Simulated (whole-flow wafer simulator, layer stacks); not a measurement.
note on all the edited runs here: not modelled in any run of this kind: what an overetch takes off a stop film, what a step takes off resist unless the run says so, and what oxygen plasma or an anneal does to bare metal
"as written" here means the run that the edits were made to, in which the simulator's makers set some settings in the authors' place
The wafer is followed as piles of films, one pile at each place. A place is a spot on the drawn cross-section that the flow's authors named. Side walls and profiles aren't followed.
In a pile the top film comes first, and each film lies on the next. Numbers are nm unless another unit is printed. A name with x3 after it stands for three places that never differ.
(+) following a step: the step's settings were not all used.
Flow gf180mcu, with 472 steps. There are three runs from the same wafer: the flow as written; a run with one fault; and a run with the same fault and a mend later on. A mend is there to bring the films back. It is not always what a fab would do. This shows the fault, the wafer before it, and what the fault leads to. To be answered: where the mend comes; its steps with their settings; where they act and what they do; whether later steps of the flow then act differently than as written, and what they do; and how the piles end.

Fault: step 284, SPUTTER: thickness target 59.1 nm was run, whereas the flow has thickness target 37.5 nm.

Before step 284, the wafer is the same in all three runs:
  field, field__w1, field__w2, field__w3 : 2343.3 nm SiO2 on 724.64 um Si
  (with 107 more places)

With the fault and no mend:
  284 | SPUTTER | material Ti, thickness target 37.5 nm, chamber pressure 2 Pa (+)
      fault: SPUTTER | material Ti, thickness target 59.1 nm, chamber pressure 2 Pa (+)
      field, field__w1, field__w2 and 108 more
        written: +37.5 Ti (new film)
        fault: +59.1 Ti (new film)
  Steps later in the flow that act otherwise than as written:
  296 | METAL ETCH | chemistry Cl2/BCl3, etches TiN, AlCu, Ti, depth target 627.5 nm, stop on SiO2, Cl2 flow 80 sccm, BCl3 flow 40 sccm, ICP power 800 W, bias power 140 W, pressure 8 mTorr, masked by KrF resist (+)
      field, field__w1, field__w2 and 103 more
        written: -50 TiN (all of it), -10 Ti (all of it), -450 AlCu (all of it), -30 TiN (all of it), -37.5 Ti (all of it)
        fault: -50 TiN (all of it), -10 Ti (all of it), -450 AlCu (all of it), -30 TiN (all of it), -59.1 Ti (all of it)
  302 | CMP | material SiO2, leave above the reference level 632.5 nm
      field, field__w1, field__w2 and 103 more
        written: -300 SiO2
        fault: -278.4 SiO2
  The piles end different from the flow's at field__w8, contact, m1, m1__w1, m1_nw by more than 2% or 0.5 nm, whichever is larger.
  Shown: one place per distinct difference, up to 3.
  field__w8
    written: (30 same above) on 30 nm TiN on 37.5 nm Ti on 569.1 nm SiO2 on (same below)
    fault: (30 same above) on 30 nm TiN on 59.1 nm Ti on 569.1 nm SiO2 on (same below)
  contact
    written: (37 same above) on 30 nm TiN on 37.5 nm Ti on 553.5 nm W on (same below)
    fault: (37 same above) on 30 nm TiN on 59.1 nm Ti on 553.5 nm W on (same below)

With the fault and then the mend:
  After step 284 comes the mend.
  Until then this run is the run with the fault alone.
  284a | METAL ETCH | chemistry Cl2/BCl3, etches TiN, AlCu, Ti, depth target 21.6 nm, Cl2 flow 80 sccm, BCl3 flow 40 sccm, ICP power 800 W, bias power 140 W, pressure 8 mTorr (the flow's step 260, run once more with other settings)
      field, field__w1, field__w2 and 108 more
        -21.6 Ti
  None of the later steps of the flow acts differently than as written at any place that is followed.
  By the end, the piles equal the flow's at every place that both follow.
